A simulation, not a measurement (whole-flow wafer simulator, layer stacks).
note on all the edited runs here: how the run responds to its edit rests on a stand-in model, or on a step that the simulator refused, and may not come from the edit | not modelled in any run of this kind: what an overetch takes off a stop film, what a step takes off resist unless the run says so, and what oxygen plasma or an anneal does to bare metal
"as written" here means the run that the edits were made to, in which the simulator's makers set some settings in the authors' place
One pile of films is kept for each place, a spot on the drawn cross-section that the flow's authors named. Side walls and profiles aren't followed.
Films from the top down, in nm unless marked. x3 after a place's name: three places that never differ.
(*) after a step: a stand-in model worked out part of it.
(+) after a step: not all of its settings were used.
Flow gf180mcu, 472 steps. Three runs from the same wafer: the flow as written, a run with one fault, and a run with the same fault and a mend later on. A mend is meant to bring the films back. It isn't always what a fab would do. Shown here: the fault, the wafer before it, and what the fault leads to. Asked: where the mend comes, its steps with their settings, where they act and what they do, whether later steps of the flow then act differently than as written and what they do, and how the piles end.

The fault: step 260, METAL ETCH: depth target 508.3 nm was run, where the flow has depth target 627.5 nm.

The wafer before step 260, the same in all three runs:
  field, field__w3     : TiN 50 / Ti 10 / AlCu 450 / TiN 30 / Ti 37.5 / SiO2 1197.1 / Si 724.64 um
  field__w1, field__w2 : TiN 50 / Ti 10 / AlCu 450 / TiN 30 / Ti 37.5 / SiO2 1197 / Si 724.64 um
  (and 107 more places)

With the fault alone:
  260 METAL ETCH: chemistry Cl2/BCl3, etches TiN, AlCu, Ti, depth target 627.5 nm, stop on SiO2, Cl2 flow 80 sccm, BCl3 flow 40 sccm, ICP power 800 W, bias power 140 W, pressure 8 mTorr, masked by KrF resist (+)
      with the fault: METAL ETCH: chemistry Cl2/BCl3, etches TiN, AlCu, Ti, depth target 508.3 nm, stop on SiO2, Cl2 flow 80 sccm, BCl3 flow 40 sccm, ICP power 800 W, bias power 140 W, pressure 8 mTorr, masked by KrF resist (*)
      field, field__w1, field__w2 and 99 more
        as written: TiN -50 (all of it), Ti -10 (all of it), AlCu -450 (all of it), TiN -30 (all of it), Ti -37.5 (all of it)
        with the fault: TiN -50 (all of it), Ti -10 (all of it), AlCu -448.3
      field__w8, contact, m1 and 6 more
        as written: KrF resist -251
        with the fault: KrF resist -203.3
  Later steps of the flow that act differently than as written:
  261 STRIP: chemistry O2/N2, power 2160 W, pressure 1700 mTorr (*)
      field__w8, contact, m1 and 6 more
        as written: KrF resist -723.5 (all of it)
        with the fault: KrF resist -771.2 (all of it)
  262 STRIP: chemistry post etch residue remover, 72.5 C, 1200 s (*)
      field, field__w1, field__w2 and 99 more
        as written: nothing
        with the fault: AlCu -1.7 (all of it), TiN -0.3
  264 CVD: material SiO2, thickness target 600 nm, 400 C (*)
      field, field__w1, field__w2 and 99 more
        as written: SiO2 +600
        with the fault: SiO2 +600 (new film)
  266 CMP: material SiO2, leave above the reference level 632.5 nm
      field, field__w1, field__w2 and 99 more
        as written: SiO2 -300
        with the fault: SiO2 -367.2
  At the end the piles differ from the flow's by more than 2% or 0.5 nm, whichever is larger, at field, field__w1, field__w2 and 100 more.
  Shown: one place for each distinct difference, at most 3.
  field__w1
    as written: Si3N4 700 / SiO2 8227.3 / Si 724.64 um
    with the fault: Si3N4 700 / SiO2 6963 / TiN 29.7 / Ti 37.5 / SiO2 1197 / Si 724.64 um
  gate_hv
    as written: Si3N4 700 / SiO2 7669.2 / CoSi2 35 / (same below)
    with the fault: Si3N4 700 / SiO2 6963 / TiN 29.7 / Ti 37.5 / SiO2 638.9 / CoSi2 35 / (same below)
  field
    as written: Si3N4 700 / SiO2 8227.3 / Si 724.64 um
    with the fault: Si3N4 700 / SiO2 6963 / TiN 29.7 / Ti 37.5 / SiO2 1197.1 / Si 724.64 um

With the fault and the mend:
  The mend comes after step 260.
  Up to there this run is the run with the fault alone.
  260a METAL ETCH: chemistry Cl2/BCl3, etches TiN, AlCu, Ti, depth target 119.2 nm, stop on SiO2, Cl2 flow 80 sccm, BCl3 flow 40 sccm, ICP power 800 W, bias power 140 W, pressure 8 mTorr, masked by KrF resist (+) (the flow's step 260 once more, with other settings)
      field, field__w1, field__w2 and 99 more
        AlCu -1.7 (all of it), TiN -30 (all of it), Ti -37.5 (all of it)
      field__w8, contact, m1 and 6 more
        KrF resist -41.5
  No later step of the flow acts differently than as written, at any place that is followed, by more than 2% or 0.5 nm, whichever is larger.
  At the end the piles are the same as the flow's at every place that both follow.
